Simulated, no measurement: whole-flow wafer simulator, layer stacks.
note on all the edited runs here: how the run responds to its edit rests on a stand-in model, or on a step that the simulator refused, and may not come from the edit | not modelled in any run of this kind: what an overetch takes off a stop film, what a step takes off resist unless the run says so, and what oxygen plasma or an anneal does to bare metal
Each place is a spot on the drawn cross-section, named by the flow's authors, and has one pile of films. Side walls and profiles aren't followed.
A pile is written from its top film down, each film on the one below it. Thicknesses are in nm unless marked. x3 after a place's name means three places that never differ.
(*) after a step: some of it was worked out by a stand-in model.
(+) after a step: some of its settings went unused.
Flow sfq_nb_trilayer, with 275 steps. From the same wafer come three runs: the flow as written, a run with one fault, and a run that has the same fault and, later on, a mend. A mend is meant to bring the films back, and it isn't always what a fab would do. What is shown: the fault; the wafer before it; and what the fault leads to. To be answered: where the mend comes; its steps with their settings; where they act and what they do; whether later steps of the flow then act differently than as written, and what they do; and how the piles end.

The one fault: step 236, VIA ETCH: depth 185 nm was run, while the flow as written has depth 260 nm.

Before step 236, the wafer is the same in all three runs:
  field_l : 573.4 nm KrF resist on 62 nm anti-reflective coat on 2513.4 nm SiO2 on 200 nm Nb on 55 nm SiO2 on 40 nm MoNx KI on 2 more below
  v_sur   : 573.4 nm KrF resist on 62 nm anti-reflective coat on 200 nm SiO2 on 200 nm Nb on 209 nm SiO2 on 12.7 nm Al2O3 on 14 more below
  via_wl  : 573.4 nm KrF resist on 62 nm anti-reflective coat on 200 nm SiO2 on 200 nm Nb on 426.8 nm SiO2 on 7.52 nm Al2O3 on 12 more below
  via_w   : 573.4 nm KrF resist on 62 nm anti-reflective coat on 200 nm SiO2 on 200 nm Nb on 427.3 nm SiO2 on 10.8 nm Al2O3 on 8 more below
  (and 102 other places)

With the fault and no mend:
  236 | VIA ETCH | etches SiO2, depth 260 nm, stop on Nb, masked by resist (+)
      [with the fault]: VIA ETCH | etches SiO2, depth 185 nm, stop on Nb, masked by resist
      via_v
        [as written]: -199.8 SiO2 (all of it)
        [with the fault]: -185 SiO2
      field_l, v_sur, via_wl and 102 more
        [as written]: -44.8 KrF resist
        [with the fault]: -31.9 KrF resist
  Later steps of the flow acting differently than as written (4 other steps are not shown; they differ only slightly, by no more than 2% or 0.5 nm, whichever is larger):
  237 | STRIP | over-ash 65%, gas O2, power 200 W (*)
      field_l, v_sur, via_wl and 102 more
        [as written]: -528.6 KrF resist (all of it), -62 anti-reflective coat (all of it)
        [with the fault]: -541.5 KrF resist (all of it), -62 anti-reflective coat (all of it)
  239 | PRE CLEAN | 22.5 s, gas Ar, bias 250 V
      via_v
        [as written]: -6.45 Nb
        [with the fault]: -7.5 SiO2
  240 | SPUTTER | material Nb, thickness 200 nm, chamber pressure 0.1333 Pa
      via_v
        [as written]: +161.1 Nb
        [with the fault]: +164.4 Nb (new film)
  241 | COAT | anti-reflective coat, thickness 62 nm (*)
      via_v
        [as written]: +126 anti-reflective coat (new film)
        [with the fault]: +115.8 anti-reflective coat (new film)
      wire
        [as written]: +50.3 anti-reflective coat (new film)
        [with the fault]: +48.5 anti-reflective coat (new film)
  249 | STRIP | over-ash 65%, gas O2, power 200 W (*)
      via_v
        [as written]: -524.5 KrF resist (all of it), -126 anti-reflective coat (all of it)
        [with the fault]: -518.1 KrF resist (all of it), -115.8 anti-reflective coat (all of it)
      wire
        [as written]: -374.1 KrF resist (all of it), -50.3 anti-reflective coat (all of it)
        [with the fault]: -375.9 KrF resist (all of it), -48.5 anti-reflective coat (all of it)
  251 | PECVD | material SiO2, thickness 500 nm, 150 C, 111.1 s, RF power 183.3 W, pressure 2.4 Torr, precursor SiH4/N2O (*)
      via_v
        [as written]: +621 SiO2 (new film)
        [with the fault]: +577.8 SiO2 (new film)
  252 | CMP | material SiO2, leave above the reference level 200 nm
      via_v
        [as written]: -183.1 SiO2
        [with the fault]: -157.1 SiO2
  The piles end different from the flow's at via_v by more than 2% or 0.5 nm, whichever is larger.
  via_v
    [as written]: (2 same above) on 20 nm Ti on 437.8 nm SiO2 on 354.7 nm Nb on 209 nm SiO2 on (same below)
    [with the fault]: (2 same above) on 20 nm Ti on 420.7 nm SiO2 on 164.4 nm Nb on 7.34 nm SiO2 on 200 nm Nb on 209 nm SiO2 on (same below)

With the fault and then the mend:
  The mend stands after step 237.
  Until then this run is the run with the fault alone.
  237a | COAT | anti-reflective coat, thickness 62 nm (*) (the flow's step 229 again)
      p4_fl x3, p4_w1 x9, p4_g1 x2 and 63 more
        +62 anti-reflective coat (new film)
      field_r, lsp_l, ln_m5, lsp_m, ln_m6, lsp_r, l0_sur, l0v
        +61.8 anti-reflective coat (new film)
      be_r, r_sur, res, r_end, moat
        +61.7 anti-reflective coat (new film)
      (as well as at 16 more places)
  237b | COAT | KrF resist, thickness 650 nm (*) (the flow's step 230 again)
      p4_fl x3, p4_w1 x9, p4_g1 x2 and 63 more
        +650 KrF resist (new film)
      ln_m5, lsp_m, ln_m6, lsp_r, l0_sur, l0v
        +649.6 KrF resist (new film)
      r_end, moat, field_r, lsp_l
        +649.5 KrF resist (new film)
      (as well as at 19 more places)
  237c | SOFTBAKE | KrF resist (the flow's step 231 again)
      leaves every film unchanged at each place that is followed
  237d | EXPOSE | photomask I6, dose 11.91 mJ/cm2, NA 0.6, wavelength 248 nm (*) (the flow's step 232 again)
      leaves every film unchanged at each place that is followed
  237e | PEB | KrF resist, 90 s (the flow's step 233 again)
      ce_r, sp_r, be_r and 89 more
        -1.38 KrF resist
      field_l, v_sur, via_wl and 8 more
        -1.37 KrF resist
      via_wr, be
        -1.36 KrF resist
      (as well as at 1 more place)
  237f | DEVELOP | KrF resist, thickness 650 nm, 60 s (the flow's step 234 again)
      field_l, v_sur, via_wl and 102 more
        -23.5 KrF resist
      via_v
        -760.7 KrF resist (all of it)
  237g | VIA ETCH | etches anti-reflective coat, depth 125 nm, masked by resist (+) (the flow's step 235 again)
      field_l, v_sur, via_wl and 102 more
        -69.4 KrF resist
      via_v
        -110.6 anti-reflective coat (all of it)
  237h | VIA ETCH | etches SiO2, depth 75 nm, stop on Nb, masked by resist (+) (the flow's step 236 again, with other settings)
      field_l, v_sur, via_wl and 102 more
        -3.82 KrF resist
      via_v
        -14.8 SiO2 (all of it)
  237i | STRIP | over-ash 65%, gas O2, power 200 W (*) (the flow's step 237 again)
      p4_fl x3, p4_w1 x9, p4_g1 x2 and 63 more
        -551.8 KrF resist (all of it), -62 anti-reflective coat (all of it)
      field_r, lsp_l, ln_m5, lsp_m, ln_m6, lsp_r, l0_sur, l0v
        -551.4 KrF resist (all of it), -61.8 anti-reflective coat (all of it)
      v_sur, gap
        -549.7 KrF resist (all of it), -61.3 anti-reflective coat (all of it)
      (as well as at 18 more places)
  Every later step of the flow that is run acts as written, at every place that is followed, to within 2% or 0.5 nm, whichever is larger.
  By the end, the piles equal the flow's at every place that both follow.
